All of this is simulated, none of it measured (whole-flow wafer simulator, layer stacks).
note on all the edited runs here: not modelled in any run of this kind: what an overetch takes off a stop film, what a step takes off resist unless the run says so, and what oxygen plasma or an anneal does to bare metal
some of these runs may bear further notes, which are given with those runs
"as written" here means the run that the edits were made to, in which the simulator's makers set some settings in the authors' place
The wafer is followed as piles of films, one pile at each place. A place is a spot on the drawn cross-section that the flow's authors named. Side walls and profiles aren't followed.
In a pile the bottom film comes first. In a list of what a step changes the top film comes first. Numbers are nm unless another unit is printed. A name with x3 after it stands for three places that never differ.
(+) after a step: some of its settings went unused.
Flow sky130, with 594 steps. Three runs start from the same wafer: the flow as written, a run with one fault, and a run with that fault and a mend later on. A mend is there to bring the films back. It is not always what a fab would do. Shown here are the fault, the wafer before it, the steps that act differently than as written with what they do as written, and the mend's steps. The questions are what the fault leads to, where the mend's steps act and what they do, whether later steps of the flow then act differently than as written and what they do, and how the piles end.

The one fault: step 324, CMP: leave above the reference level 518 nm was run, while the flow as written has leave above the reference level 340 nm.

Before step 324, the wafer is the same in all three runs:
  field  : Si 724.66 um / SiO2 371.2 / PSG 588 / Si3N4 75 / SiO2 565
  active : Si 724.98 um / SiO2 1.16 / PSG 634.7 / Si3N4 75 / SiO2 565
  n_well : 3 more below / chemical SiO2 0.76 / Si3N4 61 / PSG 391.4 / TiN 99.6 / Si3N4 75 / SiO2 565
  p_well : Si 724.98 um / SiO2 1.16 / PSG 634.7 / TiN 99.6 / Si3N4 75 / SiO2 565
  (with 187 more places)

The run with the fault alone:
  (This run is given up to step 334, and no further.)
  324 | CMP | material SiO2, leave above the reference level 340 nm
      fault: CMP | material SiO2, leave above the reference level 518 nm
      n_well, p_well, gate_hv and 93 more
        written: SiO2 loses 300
        fault: SiO2 loses 122
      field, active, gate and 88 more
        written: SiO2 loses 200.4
        fault: SiO2 loses 22.4
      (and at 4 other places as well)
  Later steps of the flow acting differently than as written:
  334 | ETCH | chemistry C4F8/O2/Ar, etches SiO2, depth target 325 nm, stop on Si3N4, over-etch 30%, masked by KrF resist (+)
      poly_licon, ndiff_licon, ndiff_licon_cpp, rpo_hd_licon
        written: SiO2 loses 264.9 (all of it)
        fault: SiO2 loses 325
  The piles after step 334 differ from the flow's at field, active, n_well and 188 more by more than 2% or 0.5 nm, whichever is larger.
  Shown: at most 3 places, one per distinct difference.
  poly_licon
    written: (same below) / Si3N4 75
    fault: (same below) / Si3N4 75 / SiO2 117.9
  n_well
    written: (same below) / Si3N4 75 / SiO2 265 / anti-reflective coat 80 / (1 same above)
    fault: (same below) / Si3N4 75 / SiO2 443 / anti-reflective coat 80 / (1 same above)
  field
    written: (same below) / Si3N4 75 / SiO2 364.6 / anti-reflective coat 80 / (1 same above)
    fault: (same below) / Si3N4 75 / SiO2 542.6 / anti-reflective coat 80 / (1 same above)

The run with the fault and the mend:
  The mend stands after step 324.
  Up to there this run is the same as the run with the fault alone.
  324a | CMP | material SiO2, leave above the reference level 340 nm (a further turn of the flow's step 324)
      field, active, n_well and 188 more
        SiO2 loses 178
  Later steps of the flow that are run all act as written at every place that is followed.
  By the end, the piles equal the flow's at every place that both follow.
